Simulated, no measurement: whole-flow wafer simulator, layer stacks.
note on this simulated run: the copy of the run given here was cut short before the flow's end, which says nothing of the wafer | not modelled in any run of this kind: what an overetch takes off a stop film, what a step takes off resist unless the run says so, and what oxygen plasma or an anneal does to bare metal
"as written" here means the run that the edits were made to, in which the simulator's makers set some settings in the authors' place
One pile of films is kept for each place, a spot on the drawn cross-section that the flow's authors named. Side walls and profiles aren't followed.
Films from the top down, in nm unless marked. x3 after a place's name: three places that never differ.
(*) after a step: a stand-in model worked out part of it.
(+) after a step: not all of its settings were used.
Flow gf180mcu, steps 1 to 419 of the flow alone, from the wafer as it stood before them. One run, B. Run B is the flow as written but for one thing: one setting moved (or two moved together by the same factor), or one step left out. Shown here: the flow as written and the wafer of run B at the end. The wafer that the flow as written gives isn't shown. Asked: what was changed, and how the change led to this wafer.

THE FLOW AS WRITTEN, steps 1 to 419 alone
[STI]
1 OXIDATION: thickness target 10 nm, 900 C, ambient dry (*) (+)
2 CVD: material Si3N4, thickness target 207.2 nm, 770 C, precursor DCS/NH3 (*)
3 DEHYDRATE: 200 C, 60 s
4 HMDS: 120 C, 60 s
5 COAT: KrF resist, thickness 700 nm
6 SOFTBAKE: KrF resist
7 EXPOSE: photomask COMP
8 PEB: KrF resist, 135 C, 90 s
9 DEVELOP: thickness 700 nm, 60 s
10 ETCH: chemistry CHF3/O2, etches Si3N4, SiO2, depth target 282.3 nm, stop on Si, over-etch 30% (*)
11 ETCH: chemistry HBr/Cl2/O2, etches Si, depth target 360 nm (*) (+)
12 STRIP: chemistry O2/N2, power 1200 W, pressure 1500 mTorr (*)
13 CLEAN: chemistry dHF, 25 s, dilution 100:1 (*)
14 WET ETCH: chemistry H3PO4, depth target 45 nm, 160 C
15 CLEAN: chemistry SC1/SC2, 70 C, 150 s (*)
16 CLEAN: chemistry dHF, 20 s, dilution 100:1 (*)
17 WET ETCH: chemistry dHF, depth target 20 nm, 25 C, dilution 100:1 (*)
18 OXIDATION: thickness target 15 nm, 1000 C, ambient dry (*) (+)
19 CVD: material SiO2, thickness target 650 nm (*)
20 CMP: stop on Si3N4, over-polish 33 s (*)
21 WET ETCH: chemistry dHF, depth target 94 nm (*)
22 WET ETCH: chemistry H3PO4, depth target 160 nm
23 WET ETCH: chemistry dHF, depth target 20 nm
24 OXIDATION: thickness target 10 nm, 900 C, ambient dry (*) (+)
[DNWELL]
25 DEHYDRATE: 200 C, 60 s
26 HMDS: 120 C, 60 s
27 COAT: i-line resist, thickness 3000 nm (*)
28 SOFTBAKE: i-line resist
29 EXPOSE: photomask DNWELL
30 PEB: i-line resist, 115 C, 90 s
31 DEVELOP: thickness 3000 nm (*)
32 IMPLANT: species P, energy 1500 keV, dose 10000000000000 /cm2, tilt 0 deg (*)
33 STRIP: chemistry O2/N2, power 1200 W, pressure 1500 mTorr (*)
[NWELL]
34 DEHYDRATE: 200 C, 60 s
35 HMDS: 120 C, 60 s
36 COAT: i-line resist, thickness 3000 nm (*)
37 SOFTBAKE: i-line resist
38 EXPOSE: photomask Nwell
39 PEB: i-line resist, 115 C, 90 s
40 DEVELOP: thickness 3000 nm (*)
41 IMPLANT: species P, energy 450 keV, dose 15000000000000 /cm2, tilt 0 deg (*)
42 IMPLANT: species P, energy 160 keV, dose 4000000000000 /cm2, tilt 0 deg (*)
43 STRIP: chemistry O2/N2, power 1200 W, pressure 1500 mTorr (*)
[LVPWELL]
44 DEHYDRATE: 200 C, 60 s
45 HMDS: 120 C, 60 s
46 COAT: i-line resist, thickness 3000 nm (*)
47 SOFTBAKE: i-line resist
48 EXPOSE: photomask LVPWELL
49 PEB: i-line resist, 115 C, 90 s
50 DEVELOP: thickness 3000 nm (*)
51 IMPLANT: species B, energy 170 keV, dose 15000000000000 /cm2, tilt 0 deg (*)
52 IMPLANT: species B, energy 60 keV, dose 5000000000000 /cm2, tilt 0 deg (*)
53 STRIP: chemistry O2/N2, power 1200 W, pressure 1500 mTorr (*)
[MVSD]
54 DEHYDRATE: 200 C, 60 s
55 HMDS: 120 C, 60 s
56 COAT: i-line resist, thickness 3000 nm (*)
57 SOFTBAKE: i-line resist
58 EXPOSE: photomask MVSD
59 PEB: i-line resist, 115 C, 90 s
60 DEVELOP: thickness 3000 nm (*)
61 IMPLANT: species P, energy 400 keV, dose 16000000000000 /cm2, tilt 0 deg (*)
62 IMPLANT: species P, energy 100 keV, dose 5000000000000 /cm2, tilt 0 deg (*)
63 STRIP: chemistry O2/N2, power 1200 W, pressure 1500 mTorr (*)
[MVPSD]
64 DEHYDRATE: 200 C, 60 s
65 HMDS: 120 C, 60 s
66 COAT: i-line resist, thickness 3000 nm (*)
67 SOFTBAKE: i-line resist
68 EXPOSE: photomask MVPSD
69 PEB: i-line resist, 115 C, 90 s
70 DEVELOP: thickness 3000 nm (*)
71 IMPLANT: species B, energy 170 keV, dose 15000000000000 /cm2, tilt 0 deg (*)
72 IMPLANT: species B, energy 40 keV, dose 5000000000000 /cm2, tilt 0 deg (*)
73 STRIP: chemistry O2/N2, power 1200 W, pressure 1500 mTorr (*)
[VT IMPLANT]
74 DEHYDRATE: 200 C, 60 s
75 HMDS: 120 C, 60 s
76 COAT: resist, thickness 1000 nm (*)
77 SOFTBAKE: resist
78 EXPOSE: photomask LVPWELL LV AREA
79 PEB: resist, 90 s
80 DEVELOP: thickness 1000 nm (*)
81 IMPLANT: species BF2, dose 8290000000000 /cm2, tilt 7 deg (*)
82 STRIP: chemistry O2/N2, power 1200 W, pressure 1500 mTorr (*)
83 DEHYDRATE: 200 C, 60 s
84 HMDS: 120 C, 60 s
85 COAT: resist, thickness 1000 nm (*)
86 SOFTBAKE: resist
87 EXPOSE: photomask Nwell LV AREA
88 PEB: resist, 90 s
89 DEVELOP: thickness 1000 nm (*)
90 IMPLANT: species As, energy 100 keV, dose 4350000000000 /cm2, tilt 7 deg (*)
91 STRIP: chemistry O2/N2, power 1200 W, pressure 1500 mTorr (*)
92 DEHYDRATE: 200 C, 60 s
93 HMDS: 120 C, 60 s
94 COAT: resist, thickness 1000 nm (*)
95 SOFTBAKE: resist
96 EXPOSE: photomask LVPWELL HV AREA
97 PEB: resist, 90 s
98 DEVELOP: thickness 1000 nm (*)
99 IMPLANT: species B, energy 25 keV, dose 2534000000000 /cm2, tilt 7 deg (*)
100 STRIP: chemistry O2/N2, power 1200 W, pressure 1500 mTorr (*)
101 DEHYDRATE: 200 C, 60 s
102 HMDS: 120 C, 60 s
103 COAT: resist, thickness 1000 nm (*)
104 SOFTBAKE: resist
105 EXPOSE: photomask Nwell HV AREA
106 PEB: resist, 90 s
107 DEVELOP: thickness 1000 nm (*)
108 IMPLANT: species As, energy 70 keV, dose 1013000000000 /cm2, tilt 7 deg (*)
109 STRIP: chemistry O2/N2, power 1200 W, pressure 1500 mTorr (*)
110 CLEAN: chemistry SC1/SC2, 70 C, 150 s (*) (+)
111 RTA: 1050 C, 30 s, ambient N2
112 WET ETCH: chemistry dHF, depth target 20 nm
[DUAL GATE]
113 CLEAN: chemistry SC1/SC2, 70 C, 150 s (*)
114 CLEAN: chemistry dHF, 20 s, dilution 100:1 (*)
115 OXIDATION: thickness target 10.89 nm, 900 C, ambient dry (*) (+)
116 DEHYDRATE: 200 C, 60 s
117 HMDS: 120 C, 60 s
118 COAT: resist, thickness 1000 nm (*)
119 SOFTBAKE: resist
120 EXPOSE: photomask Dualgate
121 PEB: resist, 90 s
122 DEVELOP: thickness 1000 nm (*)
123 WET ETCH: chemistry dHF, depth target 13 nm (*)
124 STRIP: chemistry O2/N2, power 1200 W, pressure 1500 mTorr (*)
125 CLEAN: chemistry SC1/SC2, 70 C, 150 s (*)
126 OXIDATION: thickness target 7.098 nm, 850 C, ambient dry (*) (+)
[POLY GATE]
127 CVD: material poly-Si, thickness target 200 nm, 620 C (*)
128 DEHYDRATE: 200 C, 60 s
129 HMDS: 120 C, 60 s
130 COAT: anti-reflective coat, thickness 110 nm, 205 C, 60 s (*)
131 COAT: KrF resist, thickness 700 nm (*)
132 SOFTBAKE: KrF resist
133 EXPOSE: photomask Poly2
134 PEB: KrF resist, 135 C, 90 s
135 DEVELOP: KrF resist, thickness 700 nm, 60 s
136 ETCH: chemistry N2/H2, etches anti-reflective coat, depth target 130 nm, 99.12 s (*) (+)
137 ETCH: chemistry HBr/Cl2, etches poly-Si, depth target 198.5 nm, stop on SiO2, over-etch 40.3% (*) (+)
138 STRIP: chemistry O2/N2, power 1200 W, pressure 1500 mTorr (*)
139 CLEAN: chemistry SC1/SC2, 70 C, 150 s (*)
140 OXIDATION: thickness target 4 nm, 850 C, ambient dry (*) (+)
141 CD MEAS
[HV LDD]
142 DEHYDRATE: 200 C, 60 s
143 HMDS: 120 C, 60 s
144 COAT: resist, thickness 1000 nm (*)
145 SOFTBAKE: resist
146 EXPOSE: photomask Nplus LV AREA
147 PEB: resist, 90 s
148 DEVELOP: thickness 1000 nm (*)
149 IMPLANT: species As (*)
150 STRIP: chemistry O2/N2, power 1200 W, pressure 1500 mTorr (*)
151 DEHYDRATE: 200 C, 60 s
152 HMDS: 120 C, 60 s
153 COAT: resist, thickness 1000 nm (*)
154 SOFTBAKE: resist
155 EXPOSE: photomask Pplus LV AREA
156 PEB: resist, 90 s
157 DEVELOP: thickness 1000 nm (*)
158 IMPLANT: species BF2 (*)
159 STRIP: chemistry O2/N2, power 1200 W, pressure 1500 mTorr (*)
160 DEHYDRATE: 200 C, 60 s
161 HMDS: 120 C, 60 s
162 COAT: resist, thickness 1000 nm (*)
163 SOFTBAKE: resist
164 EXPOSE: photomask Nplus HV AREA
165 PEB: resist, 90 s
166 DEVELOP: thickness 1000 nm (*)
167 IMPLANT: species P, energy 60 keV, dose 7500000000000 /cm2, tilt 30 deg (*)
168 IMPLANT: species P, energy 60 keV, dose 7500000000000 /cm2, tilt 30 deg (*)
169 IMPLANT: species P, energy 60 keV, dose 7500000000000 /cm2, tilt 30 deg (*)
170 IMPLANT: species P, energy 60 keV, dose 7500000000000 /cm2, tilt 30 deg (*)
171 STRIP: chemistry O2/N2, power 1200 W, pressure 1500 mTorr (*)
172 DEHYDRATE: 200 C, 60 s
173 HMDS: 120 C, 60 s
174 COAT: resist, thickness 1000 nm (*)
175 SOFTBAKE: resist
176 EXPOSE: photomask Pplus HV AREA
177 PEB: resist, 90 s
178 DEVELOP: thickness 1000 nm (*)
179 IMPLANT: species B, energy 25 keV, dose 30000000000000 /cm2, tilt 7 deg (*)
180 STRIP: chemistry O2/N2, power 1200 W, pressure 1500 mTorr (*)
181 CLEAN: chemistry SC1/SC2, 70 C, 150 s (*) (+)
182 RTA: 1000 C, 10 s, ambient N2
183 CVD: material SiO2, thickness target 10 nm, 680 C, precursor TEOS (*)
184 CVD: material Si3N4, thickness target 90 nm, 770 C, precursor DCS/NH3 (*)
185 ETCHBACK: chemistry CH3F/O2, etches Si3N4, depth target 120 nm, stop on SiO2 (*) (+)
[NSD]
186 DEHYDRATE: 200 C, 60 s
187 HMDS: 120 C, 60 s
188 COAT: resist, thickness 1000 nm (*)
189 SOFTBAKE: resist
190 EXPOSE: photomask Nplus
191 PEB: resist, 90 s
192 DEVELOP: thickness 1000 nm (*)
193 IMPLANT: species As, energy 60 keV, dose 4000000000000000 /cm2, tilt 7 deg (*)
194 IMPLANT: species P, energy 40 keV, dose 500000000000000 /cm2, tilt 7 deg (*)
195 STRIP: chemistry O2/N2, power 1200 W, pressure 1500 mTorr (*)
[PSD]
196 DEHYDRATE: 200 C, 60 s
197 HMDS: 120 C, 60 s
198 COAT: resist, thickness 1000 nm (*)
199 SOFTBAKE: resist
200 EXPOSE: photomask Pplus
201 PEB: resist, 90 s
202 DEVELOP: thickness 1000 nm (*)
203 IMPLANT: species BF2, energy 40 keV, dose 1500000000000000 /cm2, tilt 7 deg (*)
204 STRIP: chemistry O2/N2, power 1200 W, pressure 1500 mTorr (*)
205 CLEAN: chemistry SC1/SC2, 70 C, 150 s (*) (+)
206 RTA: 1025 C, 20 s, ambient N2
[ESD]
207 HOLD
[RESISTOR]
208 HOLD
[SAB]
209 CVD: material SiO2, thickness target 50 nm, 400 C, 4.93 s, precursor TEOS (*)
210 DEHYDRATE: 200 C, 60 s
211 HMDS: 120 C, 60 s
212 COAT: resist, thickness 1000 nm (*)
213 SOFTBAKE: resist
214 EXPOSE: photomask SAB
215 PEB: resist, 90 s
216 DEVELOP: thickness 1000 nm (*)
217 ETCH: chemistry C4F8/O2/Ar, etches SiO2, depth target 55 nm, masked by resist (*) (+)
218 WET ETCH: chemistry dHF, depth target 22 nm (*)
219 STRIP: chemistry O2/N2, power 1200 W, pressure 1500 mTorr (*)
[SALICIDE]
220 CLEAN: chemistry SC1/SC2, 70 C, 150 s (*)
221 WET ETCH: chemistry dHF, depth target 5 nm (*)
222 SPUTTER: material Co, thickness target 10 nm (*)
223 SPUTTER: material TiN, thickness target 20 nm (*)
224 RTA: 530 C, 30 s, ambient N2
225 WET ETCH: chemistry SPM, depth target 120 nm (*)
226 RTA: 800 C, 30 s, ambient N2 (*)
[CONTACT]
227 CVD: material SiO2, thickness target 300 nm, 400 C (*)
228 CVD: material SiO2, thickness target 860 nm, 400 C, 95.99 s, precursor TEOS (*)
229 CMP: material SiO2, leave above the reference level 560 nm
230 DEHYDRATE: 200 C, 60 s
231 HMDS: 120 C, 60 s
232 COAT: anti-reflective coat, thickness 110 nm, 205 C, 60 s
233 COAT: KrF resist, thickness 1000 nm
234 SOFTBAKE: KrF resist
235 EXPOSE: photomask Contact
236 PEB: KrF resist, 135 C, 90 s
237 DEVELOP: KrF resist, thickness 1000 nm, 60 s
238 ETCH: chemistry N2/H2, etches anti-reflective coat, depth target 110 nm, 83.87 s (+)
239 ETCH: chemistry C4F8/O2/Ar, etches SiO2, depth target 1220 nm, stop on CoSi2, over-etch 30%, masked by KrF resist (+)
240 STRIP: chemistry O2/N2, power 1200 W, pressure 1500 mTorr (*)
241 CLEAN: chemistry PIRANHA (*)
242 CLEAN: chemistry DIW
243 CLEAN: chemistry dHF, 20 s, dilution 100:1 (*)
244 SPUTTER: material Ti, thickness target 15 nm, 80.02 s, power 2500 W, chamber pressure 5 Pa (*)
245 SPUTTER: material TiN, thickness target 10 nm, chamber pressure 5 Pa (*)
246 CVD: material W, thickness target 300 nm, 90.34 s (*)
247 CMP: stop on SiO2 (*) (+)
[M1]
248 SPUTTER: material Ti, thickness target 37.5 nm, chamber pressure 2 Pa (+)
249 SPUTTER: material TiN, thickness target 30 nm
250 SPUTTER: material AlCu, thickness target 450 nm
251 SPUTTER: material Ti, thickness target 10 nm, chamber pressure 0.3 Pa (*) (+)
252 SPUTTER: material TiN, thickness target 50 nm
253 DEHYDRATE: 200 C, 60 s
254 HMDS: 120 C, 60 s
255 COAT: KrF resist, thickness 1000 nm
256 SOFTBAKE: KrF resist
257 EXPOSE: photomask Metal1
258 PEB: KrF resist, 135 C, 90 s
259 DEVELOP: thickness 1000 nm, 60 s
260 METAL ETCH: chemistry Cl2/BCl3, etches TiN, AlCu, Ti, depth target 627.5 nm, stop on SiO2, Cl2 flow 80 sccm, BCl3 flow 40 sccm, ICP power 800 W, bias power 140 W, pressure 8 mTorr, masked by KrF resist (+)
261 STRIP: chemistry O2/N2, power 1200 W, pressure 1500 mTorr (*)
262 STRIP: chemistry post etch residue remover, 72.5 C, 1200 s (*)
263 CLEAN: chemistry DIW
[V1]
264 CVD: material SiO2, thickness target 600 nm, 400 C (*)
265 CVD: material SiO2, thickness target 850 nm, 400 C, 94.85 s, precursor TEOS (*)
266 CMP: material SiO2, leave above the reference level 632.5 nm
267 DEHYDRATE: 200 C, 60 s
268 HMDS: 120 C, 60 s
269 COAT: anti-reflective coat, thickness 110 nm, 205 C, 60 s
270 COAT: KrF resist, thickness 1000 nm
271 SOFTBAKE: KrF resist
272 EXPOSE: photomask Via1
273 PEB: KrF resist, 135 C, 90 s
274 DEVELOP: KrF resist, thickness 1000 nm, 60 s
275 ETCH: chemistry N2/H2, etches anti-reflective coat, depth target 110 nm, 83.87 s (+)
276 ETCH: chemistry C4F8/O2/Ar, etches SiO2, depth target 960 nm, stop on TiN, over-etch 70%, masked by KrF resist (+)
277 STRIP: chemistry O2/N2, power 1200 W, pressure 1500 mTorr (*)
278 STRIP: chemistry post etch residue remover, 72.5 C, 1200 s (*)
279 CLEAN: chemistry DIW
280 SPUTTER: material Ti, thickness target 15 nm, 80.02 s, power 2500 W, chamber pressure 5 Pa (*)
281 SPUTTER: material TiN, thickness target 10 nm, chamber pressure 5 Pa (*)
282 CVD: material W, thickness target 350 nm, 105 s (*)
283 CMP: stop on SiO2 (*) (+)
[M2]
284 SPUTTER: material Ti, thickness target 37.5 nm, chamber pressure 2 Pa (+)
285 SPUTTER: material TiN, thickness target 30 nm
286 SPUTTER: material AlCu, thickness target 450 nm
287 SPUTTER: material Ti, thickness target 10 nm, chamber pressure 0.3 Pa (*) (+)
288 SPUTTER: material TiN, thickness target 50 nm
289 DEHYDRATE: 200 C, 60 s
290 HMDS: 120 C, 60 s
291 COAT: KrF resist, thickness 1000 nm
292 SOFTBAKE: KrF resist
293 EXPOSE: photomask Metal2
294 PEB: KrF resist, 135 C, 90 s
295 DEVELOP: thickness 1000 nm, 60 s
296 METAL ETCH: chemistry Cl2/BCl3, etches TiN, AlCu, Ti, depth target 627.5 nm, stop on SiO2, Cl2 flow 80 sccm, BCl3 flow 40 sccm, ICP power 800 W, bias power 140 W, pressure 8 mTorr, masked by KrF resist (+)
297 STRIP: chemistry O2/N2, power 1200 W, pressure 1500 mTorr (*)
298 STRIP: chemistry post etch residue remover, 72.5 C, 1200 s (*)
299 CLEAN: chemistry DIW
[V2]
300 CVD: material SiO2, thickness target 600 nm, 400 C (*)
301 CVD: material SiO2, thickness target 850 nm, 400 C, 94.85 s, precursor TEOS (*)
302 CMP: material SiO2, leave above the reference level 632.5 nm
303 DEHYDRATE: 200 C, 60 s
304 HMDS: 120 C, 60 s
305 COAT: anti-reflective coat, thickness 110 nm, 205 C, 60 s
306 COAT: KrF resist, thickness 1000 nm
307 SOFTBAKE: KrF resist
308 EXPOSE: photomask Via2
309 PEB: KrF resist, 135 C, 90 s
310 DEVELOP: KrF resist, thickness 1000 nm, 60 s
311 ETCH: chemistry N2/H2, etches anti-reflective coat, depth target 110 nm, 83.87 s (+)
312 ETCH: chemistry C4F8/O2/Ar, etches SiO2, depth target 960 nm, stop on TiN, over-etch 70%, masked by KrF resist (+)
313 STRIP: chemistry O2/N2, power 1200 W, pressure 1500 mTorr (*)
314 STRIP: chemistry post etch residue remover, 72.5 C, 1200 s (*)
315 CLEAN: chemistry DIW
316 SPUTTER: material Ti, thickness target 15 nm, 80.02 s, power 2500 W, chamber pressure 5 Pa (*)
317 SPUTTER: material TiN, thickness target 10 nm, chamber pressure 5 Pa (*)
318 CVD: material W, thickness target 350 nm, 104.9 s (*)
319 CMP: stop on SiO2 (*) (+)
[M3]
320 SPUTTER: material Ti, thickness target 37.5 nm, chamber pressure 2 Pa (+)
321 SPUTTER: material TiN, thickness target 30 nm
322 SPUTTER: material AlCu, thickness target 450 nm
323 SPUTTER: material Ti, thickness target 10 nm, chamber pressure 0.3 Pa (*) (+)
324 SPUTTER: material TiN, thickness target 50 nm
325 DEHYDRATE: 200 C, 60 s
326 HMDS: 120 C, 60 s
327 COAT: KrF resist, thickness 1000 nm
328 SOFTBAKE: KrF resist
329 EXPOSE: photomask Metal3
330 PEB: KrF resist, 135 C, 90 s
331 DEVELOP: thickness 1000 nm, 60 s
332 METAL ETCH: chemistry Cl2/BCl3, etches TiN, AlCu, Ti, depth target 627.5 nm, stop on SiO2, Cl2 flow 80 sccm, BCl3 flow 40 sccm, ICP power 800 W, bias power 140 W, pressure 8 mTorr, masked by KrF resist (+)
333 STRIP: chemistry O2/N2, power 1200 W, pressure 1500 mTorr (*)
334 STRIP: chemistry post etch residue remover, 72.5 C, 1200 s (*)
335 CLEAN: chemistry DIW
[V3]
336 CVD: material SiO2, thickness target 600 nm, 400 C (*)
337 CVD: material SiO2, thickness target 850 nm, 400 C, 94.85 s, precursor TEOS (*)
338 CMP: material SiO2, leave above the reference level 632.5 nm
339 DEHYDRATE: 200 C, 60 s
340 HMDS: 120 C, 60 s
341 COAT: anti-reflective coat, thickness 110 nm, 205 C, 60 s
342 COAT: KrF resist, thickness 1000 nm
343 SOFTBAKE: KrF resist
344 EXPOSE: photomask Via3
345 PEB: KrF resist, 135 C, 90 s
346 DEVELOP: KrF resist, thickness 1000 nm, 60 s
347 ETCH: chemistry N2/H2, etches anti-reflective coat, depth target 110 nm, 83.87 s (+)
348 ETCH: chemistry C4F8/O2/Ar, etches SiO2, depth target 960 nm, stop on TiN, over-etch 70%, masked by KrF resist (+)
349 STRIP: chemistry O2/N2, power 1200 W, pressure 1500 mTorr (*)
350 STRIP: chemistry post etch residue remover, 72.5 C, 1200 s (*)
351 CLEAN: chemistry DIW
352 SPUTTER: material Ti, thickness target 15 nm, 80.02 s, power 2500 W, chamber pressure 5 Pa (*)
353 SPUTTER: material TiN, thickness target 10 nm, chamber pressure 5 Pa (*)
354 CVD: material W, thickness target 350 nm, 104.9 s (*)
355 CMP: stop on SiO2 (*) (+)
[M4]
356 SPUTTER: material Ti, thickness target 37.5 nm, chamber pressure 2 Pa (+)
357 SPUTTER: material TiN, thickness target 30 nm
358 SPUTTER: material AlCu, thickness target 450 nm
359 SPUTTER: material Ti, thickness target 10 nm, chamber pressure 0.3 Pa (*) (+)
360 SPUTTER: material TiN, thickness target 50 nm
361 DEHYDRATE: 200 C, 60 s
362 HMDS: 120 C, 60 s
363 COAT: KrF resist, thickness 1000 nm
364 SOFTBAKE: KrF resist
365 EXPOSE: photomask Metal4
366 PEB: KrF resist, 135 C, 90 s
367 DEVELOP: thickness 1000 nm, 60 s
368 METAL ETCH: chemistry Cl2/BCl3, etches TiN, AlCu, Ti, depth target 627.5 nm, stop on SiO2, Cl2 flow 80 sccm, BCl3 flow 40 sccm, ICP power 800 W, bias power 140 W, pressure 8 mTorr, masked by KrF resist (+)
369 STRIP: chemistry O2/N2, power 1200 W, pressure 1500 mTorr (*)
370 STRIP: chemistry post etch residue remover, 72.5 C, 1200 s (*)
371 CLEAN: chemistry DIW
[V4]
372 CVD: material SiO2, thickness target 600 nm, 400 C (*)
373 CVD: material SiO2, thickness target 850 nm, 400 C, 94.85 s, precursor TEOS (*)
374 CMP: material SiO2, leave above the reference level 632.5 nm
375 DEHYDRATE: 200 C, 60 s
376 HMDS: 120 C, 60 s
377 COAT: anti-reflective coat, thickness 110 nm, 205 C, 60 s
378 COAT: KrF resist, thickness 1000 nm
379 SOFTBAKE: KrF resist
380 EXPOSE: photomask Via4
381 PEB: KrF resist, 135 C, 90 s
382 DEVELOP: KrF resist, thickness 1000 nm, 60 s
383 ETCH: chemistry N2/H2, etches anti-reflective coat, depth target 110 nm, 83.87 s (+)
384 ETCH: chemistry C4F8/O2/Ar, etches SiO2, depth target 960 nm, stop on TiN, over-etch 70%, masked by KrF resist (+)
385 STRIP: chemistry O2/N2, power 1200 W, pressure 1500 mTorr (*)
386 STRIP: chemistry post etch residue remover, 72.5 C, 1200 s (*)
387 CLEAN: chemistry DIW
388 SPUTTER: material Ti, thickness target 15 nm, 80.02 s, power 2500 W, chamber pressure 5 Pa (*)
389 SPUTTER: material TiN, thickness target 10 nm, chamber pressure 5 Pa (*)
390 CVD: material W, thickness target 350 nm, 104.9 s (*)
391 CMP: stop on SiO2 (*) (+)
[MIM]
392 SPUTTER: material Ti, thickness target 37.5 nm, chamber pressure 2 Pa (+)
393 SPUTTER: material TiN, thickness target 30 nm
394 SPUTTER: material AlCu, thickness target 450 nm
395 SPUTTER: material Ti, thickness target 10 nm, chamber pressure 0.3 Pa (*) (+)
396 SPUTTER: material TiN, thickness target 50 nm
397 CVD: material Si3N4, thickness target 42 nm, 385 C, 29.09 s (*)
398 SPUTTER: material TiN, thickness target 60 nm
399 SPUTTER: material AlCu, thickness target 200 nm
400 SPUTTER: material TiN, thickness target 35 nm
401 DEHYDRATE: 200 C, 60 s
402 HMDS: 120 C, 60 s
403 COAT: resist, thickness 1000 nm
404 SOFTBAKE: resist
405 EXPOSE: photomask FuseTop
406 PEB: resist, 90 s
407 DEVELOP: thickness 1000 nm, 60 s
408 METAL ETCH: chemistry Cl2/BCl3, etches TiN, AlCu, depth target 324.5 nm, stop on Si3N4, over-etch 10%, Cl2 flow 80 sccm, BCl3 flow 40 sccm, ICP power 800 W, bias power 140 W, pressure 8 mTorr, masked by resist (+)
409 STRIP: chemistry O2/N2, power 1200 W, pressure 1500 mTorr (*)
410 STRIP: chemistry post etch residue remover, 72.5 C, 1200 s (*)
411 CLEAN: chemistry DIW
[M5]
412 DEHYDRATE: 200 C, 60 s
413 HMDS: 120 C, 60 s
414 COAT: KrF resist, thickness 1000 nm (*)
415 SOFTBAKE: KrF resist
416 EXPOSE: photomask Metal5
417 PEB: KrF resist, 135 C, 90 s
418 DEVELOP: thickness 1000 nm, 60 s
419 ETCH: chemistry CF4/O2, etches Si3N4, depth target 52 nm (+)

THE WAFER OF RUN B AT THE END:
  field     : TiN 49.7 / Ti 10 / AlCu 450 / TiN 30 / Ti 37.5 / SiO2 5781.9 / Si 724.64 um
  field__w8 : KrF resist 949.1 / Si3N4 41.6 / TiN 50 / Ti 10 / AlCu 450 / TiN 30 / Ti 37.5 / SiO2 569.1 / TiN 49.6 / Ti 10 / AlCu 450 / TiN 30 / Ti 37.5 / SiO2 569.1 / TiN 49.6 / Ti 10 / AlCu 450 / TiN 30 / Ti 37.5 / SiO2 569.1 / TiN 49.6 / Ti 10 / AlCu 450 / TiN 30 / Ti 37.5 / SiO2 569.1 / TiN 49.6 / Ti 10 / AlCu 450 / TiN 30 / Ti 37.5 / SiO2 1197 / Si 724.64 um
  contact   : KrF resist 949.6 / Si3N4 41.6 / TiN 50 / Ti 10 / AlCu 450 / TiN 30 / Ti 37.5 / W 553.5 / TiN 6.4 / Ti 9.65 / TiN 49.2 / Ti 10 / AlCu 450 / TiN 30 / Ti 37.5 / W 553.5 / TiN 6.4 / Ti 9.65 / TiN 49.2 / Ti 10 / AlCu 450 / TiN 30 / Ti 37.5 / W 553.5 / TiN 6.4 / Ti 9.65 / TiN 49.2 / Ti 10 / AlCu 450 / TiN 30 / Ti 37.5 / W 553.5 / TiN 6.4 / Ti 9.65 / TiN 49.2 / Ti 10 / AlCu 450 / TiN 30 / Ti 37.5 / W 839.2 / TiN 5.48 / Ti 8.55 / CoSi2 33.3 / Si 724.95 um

The cause: step 419, ETCH: depth target 43.9 nm was run, where the flow has depth target 52 nm.

How the change led to this, step by step:
  419 ETCH: chemistry CF4/O2, etches Si3N4, depth target 52 nm (+)
      field, field__w1, field__w2 and 101 more: Si3N4 -41.6 (all of it), TiN -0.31 (as written it would be: Si3N4 -41.6 (all of it), TiN -1.44)
      field__w4, field__w8, contact, m1, m1__w1, mim, mim_1p0, m1_nw: KrF resist -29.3 (as written it would be: KrF resist -34.7)
